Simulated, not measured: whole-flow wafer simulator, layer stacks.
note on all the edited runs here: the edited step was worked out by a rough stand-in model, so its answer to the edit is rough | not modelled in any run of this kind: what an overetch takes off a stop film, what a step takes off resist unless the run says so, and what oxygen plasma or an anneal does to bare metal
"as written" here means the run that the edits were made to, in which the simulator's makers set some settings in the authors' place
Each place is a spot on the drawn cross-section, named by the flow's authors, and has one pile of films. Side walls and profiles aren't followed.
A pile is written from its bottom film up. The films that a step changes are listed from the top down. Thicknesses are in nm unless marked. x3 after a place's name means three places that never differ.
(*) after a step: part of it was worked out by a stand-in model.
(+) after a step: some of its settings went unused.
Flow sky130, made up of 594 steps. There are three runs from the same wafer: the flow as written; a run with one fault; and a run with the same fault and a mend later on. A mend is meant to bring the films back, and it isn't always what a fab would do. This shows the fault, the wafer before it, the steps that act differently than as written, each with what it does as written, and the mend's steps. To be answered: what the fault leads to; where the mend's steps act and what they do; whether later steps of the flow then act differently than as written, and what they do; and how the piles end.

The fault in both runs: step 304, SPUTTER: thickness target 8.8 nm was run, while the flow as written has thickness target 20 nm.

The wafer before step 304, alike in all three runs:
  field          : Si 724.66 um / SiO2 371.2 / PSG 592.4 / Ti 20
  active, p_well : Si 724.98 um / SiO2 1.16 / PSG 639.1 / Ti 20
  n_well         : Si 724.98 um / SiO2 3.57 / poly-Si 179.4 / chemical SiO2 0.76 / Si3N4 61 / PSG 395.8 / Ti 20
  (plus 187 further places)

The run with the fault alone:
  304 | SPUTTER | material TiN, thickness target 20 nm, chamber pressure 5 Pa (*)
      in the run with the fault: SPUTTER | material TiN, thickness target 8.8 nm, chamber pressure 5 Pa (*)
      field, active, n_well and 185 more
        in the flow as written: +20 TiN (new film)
        in the run with the fault: +8.8 TiN (new film)
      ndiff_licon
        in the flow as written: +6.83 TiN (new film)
        in the run with the fault: +3.06 TiN (new film)
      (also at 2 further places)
  Later steps of the flow acting differently than as written (7 more steps, not shown, differ only slightly: by at most 2% or 0.5 nm, whichever is larger):
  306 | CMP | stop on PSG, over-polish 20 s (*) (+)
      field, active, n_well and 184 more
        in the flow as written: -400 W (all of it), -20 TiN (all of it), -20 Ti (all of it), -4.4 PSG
        in the run with the fault: -400 W (all of it), -8.8 TiN (all of it), -20 Ti (all of it), -4.4 PSG
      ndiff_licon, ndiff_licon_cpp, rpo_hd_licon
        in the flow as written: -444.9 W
        in the run with the fault: -433.7 W
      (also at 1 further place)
  By the end, the piles at poly_licon, ndiff_licon, ndiff_licon_cpp, rpo_hd_licon depart from the flow's by more than 2% or 0.5 nm, whichever is larger.
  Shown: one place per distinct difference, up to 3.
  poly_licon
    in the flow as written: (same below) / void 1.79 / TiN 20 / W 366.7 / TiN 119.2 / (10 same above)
    in the run with the fault: (same below) / void 1.79 / TiN 8.8 / W 377.9 / TiN 119.2 / (10 same above)
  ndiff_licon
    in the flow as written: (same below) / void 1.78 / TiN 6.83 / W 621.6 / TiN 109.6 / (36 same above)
    in the run with the fault: (same below) / void 1.78 / TiN 3.06 / W 625.4 / TiN 109.6 / (36 same above)
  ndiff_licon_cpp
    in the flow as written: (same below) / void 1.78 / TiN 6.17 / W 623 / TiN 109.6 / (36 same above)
    in the run with the fault: (same below) / void 1.78 / TiN 2.76 / W 626.4 / TiN 109.6 / (36 same above)

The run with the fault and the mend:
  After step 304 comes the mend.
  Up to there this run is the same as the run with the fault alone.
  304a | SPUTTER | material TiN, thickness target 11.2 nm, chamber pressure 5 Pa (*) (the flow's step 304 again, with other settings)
      field, active, n_well and 185 more
        +11.2 TiN
      ndiff_licon
        +3.77 TiN
      ndiff_licon_cpp
        +3.41 TiN
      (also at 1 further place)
  Every later step of the flow that is run acts as written, at every place that is followed, to within 2% or 0.5 nm, whichever is larger.
  The piles end only slightly different from the flow's at the places that both follow, by no more than 2% or 0.5 nm, whichever is larger.
